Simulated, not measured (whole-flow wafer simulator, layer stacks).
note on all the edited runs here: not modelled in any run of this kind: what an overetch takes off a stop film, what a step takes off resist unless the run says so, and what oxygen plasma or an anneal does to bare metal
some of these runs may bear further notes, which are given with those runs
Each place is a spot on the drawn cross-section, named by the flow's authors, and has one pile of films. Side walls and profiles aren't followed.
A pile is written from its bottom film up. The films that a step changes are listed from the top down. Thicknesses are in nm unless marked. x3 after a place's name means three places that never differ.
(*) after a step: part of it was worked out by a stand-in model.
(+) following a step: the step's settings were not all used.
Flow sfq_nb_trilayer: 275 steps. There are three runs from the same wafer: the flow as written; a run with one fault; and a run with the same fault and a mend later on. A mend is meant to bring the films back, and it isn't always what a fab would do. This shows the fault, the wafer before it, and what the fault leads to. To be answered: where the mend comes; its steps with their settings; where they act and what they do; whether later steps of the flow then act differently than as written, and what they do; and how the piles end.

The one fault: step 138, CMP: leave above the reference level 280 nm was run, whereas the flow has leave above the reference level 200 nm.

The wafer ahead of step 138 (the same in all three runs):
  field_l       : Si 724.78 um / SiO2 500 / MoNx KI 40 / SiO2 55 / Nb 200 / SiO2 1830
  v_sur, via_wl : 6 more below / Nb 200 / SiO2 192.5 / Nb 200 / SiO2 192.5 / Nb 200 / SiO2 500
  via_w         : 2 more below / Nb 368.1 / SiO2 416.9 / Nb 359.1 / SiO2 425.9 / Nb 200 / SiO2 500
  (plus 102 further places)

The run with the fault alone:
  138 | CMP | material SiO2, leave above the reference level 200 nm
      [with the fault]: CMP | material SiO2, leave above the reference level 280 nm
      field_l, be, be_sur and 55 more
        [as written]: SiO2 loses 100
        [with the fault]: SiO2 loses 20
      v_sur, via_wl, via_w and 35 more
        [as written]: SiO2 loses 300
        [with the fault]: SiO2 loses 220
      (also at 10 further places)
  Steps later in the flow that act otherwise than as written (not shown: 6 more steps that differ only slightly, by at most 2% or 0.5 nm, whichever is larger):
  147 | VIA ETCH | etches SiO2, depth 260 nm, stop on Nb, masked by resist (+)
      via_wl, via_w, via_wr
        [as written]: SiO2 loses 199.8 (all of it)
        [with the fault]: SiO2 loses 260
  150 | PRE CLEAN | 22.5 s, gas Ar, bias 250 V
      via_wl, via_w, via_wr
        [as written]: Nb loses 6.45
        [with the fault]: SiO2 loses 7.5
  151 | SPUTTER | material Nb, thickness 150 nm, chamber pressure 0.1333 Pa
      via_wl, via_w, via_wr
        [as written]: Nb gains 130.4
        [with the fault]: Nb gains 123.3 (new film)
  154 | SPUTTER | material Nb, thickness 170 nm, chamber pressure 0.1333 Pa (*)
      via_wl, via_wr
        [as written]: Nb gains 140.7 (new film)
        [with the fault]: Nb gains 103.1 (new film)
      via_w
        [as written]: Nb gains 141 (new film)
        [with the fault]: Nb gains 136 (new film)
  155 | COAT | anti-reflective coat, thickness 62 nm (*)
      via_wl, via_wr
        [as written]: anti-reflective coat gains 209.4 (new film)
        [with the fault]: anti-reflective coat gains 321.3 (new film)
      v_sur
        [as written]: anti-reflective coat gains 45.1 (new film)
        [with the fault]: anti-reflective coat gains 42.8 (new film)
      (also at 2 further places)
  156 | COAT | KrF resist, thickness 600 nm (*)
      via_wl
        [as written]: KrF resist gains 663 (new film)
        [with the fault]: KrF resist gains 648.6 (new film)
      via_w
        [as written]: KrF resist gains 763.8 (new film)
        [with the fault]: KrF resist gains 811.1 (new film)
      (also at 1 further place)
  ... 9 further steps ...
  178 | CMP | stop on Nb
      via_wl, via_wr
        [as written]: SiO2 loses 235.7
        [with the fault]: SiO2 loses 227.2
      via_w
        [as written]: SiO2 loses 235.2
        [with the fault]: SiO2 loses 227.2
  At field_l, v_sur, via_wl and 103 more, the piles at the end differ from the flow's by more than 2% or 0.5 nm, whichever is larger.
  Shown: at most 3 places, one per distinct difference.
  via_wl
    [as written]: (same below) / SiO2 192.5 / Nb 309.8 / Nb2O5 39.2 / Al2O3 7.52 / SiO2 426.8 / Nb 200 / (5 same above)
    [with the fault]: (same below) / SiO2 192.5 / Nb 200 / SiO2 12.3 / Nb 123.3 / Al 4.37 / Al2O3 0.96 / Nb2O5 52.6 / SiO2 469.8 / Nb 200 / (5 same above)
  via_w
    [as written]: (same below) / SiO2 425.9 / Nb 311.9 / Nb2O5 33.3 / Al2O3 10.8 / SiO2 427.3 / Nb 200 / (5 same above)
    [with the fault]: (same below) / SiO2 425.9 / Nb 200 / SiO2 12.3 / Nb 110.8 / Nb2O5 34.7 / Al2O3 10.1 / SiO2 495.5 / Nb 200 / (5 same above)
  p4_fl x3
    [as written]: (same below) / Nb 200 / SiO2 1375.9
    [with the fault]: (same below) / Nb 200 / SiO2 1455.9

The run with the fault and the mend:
  After step 139 comes the mend.
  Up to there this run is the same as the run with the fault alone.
  139a | CMP | material SiO2, leave above the reference level 200 nm (a further turn of the flow's step 138)
      field_l, v_sur, via_wl and 103 more
        SiO2 loses 80
  Later steps of the flow that are run all act as written at every place that is followed.
  The piles end the same as the flow's at every place that both follow.
